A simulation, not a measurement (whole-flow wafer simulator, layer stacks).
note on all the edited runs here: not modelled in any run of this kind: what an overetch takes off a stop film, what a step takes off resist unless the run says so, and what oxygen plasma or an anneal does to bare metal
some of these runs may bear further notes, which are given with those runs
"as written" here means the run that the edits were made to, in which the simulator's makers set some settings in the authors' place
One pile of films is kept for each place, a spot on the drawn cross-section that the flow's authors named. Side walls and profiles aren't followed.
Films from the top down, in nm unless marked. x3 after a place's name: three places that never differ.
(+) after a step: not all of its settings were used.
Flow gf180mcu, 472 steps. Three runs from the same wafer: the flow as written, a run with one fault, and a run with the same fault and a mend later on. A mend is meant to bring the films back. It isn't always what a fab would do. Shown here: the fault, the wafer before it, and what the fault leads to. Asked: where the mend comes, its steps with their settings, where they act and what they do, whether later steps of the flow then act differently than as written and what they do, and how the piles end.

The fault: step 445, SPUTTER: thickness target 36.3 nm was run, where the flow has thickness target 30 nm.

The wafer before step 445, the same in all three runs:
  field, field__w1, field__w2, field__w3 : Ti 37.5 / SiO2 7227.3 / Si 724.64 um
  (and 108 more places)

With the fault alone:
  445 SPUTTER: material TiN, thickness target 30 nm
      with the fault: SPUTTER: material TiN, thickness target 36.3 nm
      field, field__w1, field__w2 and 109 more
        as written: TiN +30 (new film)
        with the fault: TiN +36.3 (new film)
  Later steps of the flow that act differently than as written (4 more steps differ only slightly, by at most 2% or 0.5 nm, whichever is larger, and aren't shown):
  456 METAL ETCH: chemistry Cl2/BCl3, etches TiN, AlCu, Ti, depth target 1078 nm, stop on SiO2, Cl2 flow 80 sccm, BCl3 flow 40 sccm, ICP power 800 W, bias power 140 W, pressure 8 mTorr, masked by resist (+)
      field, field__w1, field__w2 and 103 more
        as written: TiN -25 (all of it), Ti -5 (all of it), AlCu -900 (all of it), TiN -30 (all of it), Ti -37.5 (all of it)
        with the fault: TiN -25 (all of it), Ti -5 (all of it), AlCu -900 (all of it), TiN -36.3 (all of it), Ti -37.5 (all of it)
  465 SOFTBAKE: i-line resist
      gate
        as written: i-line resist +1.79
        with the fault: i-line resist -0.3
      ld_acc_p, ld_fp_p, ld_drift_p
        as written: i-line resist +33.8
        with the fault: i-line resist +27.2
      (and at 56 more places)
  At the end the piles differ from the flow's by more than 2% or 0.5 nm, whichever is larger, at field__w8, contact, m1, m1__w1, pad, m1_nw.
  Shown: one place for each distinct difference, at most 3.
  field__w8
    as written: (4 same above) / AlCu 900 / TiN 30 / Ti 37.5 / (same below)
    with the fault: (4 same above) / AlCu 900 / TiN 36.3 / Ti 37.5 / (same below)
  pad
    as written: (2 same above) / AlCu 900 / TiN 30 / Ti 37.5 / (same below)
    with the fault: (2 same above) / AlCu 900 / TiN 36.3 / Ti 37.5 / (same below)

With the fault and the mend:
  The mend comes after step 445.
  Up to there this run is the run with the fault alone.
  445a METAL ETCH: chemistry Cl2/BCl3, etches TiN, AlCu, Ti, depth target 6.3 nm, Cl2 flow 80 sccm, BCl3 flow 40 sccm, ICP power 800 W, bias power 140 W, pressure 8 mTorr (the flow's step 260 once more, with other settings)
      field, field__w1, field__w2 and 109 more
        TiN -6.3
  No later step of the flow acts differently than as written at any place that is followed.
  At the end the piles are the same as the flow's at every place that both follow.
